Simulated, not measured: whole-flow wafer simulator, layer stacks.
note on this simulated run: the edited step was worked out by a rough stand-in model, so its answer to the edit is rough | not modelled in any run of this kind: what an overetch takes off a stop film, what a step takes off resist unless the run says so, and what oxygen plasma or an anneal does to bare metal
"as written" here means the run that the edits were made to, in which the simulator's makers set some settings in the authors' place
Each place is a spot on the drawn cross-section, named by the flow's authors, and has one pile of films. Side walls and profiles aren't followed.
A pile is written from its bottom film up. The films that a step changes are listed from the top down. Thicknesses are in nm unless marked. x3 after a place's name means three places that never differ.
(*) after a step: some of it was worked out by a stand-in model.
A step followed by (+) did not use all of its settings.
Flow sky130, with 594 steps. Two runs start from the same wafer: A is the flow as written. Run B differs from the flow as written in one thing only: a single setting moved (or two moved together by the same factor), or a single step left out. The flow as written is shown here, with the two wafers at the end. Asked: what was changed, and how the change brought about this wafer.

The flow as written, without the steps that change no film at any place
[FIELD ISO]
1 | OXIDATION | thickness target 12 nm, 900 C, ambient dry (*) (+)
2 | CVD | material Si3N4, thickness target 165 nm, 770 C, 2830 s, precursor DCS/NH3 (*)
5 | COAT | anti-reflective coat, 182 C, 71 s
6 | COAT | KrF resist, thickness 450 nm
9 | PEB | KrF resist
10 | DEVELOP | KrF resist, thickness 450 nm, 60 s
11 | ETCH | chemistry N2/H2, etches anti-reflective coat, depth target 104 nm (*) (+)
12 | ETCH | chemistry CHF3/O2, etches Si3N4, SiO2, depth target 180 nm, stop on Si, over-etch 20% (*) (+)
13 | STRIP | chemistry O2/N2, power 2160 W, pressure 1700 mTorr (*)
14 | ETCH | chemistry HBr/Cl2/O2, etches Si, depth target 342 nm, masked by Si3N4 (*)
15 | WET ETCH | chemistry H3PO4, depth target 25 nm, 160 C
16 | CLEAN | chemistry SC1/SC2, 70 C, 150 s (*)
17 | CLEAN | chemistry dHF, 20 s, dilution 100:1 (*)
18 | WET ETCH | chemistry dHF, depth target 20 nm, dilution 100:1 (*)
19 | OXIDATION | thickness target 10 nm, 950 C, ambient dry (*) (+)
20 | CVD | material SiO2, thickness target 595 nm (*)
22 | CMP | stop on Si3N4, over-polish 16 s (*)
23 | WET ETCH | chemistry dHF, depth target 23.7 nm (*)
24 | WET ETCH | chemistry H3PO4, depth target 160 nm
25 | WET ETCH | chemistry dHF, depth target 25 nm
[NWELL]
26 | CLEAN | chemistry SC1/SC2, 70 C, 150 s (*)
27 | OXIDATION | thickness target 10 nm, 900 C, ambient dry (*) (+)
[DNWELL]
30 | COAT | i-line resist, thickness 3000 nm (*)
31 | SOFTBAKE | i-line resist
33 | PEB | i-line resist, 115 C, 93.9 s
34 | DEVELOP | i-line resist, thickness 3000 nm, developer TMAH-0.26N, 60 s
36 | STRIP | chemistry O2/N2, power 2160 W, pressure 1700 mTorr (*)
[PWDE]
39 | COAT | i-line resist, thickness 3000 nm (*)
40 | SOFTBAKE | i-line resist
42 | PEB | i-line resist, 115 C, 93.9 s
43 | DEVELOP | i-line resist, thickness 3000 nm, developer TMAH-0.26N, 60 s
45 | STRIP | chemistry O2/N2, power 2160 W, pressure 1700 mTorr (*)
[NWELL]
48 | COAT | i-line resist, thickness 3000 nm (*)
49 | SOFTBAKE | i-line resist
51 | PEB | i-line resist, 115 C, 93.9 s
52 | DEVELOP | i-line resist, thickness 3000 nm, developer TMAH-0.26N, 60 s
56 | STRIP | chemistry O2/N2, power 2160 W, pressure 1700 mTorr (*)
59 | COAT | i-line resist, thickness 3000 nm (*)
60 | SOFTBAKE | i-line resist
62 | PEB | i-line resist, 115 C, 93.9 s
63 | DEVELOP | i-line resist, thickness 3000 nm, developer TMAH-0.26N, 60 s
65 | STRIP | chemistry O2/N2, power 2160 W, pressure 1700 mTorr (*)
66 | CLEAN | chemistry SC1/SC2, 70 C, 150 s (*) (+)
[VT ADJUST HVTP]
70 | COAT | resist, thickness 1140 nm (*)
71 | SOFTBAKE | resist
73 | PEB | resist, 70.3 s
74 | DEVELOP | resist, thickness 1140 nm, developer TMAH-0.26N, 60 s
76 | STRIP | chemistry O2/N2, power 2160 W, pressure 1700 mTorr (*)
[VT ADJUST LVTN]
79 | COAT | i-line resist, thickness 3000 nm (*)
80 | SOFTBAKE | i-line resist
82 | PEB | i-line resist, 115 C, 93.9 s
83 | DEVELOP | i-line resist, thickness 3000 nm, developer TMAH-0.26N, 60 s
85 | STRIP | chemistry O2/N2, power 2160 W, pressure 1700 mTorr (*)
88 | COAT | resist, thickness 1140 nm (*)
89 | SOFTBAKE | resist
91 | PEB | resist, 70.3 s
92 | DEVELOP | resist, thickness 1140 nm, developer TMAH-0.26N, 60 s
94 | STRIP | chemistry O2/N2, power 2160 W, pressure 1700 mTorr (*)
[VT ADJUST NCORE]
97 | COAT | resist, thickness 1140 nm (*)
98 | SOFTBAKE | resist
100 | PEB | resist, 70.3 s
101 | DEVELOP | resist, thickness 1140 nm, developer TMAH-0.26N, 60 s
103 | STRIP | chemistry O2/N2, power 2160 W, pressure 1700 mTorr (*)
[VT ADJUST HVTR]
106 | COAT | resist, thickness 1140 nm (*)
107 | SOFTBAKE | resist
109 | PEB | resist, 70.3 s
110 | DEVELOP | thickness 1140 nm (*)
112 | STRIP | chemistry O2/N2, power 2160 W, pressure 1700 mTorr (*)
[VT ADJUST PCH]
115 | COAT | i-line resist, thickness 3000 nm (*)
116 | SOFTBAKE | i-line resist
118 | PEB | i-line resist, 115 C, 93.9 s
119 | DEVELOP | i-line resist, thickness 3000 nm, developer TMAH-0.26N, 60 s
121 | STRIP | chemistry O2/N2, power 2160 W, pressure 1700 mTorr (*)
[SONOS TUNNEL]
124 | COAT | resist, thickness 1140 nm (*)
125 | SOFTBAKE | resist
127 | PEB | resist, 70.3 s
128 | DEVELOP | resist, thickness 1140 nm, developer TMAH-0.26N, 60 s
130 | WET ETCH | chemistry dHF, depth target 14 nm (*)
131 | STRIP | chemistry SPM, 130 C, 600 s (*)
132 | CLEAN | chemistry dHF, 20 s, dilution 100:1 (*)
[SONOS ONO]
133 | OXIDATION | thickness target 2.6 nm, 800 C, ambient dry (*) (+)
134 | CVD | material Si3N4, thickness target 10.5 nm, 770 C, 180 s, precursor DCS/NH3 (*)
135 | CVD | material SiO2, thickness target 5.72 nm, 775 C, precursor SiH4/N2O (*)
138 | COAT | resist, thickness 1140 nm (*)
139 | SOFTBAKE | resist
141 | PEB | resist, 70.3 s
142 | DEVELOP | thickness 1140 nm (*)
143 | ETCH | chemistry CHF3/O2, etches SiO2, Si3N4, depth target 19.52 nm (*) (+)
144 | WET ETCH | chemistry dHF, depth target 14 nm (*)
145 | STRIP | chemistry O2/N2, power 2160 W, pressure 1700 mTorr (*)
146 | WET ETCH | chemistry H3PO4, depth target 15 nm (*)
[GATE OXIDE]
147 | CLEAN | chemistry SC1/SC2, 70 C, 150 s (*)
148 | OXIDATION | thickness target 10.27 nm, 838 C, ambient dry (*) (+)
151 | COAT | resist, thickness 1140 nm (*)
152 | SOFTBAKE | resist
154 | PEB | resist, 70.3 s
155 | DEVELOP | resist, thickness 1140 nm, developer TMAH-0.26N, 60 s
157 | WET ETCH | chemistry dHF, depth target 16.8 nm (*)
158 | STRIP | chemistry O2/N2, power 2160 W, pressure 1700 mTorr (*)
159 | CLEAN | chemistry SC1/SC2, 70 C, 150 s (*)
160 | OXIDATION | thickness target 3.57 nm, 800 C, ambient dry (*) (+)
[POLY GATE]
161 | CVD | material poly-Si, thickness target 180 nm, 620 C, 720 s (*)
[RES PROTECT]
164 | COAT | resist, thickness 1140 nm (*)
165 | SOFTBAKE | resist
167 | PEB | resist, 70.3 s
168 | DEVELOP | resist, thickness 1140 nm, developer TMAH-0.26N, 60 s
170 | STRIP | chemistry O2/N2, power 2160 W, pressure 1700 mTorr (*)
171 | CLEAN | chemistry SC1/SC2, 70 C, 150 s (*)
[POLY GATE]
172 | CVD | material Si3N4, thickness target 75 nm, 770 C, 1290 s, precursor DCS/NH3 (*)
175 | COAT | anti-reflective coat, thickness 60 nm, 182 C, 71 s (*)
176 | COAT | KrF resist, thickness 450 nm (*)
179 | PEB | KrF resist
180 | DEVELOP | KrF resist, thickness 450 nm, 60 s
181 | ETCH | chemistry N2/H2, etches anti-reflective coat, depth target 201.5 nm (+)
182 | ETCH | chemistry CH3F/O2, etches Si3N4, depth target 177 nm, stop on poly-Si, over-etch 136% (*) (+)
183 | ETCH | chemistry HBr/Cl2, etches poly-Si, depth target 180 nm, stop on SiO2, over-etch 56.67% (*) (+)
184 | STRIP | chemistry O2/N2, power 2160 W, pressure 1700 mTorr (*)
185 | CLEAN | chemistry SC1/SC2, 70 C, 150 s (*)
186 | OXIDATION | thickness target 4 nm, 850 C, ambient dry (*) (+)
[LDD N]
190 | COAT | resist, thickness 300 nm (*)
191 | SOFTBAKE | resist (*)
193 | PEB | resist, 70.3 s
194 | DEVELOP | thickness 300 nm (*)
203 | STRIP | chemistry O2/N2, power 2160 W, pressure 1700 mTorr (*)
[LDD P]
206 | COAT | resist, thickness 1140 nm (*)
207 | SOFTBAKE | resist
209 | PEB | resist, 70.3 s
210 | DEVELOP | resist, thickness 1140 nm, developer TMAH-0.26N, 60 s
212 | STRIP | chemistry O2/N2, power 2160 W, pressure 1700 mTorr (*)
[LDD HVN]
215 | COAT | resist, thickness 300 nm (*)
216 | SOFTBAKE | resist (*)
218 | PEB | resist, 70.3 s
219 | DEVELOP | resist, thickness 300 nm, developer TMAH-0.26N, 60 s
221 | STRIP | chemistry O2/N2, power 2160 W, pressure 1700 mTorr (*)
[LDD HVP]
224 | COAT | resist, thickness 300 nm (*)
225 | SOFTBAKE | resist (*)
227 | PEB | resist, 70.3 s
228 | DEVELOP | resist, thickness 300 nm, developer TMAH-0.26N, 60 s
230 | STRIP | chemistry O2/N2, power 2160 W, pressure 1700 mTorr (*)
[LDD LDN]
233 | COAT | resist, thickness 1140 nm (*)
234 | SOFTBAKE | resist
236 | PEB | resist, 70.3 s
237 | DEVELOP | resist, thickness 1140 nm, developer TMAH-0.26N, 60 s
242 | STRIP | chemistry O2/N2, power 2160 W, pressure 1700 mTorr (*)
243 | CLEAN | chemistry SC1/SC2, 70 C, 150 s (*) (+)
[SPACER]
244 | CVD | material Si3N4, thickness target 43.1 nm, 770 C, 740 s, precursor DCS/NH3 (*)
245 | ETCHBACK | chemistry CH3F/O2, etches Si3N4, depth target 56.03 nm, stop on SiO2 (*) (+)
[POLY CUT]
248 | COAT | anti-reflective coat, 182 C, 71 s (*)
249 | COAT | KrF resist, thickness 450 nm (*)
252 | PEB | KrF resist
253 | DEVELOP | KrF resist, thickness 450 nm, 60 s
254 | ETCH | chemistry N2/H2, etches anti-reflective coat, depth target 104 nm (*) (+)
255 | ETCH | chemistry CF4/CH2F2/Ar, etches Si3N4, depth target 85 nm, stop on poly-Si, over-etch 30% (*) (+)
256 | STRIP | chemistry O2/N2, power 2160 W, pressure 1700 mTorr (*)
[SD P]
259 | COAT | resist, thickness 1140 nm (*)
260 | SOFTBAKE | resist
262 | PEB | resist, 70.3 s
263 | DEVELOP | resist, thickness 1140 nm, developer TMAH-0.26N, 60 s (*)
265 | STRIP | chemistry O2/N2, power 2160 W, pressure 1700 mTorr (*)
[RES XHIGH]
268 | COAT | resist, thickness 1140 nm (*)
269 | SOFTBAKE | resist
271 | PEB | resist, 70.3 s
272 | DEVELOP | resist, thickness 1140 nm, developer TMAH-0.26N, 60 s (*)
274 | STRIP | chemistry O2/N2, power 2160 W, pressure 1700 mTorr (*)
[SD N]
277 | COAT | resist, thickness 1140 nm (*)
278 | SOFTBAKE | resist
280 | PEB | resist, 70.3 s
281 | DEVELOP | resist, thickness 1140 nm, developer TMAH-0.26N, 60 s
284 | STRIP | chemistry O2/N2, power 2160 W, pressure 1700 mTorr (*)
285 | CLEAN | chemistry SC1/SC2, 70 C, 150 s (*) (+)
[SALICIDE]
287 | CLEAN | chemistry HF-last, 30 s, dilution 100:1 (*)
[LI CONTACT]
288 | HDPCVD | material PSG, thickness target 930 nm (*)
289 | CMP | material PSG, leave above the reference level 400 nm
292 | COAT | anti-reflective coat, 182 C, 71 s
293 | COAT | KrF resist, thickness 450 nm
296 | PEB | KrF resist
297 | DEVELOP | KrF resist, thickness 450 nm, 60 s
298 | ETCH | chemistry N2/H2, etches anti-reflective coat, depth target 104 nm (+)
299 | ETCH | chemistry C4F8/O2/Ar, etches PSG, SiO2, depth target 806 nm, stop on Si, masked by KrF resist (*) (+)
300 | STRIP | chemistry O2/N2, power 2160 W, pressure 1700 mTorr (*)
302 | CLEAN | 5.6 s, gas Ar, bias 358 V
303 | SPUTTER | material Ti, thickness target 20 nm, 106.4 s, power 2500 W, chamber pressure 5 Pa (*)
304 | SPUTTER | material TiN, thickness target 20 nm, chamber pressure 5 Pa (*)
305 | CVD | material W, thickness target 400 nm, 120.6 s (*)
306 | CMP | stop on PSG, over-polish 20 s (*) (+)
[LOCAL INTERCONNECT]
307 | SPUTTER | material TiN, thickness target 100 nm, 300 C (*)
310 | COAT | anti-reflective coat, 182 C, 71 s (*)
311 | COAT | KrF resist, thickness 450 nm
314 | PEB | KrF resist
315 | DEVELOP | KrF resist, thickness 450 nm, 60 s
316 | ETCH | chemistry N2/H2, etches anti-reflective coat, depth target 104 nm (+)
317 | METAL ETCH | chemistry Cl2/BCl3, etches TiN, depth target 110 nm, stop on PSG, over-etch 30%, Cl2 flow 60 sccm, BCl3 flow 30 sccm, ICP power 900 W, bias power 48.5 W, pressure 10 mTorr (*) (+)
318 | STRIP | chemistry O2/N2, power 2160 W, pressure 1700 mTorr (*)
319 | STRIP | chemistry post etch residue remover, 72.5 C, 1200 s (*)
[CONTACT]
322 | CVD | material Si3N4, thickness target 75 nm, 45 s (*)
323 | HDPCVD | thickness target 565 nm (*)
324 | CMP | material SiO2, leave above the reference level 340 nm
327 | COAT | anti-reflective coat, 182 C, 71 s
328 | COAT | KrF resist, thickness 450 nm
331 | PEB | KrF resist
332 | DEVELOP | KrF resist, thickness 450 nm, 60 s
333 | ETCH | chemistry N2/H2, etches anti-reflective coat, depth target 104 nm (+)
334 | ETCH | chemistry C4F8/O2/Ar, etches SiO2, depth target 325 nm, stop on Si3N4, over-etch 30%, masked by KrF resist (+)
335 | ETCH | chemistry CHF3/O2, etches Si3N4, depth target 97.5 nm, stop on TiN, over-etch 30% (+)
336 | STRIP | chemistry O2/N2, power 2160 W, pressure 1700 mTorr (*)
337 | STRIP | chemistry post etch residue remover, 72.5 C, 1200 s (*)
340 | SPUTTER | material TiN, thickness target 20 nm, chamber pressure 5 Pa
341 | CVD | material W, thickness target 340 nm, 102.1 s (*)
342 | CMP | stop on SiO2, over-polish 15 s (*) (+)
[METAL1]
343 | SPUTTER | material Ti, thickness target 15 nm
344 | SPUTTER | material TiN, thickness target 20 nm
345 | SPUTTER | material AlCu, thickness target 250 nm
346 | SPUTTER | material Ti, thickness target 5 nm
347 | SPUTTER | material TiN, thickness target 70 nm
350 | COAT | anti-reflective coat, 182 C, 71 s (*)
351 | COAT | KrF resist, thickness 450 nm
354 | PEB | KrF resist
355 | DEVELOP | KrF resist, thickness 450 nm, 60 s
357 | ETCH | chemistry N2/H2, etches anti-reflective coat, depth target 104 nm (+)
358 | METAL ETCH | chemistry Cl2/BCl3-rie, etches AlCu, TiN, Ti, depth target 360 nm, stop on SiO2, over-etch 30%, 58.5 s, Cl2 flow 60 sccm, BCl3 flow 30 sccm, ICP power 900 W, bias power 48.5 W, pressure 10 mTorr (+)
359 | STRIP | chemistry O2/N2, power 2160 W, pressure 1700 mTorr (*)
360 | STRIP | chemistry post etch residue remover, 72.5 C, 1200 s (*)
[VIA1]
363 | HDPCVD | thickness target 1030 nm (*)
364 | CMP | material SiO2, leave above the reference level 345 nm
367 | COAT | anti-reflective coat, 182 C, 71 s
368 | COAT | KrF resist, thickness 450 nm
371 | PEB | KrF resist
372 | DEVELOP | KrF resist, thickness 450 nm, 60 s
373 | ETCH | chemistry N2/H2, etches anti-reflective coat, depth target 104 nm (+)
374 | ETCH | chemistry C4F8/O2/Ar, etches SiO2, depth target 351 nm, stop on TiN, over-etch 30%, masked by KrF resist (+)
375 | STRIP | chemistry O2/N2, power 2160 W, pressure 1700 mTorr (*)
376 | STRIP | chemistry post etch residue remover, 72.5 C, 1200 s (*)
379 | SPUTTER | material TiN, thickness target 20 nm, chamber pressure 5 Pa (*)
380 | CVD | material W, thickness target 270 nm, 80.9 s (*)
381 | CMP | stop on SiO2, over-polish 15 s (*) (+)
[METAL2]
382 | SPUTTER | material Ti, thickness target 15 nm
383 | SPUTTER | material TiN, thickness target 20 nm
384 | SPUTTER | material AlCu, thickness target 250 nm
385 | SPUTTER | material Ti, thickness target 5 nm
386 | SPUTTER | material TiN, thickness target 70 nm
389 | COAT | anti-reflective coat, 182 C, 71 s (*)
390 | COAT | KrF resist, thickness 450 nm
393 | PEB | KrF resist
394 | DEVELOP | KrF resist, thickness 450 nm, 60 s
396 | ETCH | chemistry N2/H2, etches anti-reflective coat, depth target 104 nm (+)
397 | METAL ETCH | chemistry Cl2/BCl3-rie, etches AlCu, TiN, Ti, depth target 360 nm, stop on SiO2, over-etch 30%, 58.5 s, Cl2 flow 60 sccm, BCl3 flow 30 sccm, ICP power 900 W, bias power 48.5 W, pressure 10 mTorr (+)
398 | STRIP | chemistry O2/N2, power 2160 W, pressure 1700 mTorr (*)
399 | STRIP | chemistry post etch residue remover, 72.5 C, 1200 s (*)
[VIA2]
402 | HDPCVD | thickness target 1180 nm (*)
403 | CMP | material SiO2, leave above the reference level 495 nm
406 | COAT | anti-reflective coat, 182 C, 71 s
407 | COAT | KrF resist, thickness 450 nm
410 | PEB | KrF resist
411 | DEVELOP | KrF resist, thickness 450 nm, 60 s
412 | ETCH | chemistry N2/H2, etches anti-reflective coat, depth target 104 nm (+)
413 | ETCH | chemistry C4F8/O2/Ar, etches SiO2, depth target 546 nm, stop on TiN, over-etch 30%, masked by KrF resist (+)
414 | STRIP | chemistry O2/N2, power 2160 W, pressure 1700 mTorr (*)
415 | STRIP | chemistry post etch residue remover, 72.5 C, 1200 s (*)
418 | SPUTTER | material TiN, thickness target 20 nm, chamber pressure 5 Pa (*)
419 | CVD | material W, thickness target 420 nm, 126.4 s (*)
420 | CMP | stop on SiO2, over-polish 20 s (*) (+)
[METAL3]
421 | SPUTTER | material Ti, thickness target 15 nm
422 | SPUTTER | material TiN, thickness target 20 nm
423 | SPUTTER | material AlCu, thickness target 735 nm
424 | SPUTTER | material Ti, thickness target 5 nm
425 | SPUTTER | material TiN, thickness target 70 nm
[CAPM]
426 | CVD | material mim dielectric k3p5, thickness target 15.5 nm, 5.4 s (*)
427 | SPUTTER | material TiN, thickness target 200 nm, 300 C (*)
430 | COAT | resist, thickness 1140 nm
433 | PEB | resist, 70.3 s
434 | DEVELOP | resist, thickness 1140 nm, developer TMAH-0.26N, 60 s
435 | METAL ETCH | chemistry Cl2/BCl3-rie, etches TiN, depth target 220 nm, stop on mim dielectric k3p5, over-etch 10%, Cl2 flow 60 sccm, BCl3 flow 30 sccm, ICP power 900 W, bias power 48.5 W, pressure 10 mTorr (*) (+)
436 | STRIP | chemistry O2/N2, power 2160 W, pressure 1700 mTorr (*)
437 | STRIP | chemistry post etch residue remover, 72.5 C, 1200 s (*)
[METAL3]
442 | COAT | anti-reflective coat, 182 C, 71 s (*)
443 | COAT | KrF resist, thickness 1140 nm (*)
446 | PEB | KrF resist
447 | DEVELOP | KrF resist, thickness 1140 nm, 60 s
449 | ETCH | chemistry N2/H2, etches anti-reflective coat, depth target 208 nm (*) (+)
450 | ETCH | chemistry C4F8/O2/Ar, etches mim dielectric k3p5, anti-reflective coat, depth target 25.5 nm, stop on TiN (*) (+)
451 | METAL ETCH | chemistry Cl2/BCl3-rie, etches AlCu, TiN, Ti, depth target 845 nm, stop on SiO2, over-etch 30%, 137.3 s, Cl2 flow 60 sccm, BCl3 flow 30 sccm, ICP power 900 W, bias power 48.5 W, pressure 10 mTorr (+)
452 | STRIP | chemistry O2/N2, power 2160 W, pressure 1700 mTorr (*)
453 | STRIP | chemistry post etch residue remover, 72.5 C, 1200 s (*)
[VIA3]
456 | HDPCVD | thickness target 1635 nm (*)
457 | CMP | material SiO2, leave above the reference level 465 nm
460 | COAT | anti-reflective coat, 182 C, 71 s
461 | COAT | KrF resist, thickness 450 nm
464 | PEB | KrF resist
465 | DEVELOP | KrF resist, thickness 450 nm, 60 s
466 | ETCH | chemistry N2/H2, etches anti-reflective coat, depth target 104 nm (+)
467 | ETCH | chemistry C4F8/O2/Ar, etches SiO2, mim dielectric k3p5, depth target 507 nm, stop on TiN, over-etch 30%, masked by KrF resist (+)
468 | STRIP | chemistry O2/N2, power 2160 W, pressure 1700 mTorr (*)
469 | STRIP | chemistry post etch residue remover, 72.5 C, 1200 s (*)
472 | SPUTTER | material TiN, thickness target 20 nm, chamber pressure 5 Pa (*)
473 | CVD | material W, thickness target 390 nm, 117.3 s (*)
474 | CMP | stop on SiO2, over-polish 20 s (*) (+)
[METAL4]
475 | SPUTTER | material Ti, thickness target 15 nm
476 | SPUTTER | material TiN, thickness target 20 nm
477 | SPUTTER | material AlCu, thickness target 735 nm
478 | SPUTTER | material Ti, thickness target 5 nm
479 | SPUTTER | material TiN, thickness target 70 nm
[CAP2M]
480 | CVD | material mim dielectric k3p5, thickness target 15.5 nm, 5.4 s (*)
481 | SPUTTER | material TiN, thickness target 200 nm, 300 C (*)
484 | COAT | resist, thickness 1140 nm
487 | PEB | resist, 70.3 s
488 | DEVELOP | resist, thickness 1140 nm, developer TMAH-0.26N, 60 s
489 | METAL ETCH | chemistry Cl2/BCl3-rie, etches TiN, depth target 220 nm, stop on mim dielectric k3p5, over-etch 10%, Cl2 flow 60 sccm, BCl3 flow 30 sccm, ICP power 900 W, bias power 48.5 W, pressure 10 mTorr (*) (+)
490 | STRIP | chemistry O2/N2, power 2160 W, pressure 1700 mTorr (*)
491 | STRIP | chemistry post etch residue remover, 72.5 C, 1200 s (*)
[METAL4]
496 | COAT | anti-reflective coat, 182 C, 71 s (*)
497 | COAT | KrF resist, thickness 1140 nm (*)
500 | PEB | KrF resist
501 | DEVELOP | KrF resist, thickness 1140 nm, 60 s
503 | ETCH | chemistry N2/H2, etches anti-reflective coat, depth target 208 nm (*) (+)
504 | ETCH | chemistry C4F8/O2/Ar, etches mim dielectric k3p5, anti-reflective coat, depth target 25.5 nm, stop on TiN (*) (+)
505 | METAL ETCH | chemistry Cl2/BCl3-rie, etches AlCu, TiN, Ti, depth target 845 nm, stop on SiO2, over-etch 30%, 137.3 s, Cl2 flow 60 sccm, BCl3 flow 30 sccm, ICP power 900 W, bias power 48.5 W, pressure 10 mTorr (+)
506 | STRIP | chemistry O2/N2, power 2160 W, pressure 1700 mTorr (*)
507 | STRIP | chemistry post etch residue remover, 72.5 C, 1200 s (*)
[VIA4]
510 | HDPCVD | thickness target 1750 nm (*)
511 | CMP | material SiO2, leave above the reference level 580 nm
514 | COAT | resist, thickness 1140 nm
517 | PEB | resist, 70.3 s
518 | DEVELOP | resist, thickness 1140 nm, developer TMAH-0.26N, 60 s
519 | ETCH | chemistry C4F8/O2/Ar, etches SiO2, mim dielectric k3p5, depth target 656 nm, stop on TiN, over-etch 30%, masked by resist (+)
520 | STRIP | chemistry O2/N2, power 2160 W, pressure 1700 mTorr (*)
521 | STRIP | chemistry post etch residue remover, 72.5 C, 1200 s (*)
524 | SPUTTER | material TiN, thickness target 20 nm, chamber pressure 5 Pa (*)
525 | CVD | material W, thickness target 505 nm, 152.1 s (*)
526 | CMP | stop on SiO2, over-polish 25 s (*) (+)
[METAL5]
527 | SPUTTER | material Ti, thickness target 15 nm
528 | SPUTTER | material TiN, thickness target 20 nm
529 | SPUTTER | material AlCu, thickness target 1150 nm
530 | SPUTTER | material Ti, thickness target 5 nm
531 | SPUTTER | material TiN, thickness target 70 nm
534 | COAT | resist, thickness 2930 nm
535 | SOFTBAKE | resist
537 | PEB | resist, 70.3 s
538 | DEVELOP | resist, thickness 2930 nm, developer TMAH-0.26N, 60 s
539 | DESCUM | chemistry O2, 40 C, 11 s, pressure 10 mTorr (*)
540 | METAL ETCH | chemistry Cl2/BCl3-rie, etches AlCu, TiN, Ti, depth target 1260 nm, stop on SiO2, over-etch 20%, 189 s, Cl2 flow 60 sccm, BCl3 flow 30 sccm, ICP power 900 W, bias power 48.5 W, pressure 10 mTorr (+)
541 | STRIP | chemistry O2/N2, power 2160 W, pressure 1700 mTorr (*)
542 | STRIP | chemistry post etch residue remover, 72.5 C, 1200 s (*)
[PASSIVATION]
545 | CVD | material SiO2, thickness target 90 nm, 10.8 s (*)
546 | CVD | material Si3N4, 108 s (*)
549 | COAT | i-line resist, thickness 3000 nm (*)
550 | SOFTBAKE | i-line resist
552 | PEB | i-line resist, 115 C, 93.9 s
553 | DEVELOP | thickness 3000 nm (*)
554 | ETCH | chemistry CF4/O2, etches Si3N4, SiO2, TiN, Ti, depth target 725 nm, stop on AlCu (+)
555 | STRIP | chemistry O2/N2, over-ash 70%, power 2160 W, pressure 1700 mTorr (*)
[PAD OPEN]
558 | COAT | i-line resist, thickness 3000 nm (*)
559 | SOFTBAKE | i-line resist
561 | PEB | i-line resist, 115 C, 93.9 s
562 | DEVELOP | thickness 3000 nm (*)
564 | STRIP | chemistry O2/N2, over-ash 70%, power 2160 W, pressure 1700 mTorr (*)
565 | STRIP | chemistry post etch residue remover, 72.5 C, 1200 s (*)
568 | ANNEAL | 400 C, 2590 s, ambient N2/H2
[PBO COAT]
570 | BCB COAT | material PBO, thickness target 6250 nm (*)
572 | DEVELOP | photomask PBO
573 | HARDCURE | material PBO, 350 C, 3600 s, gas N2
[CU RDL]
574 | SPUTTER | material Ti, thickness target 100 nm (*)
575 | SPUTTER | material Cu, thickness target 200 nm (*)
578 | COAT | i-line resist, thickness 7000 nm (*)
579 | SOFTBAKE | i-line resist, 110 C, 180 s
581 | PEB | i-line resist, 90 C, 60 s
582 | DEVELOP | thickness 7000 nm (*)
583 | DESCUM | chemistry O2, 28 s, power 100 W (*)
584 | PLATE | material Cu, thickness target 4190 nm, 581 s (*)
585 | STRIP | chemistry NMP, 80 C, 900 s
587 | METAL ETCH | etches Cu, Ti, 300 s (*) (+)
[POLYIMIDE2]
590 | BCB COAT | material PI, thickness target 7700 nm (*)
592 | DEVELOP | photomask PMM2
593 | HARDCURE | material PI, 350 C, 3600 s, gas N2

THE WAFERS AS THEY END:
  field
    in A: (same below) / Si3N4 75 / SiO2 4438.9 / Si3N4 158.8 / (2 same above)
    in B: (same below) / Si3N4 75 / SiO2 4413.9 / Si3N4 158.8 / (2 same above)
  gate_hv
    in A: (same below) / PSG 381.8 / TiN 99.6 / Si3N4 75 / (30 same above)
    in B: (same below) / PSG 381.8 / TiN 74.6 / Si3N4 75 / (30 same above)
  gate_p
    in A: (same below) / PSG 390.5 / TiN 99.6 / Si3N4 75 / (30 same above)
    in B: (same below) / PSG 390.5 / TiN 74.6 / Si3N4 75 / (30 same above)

Cause: step 307, SPUTTER: thickness target 75 nm was run, though the flow has thickness target 100 nm.

How this came from the change, step by step:
  307 | SPUTTER | material TiN, thickness target 100 nm, 300 C (*)
      field, active, n_well and 188 more: A TiN gains 100 (new film) | B TiN gains 75 (new film)
  317 | METAL ETCH | chemistry Cl2/BCl3, etches TiN, depth target 110 nm, stop on PSG, over-etch 30%, Cl2 flow 60 sccm, BCl3 flow 30 sccm, ICP power 900 W, bias power 48.5 W, pressure 10 mTorr (*) (+)
      n_well, p_well, gate_hv and 97 more: A KrF resist loses 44 | B KrF resist loses 38.3
      field, active, gate and 88 more: A TiN loses 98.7 (all of it) | B TiN loses 73.7 (all of it)
  324 | CMP | material SiO2, leave above the reference level 340 nm
      field, active, gate and 88 more: A SiO2 loses 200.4 | B SiO2 loses 225.4
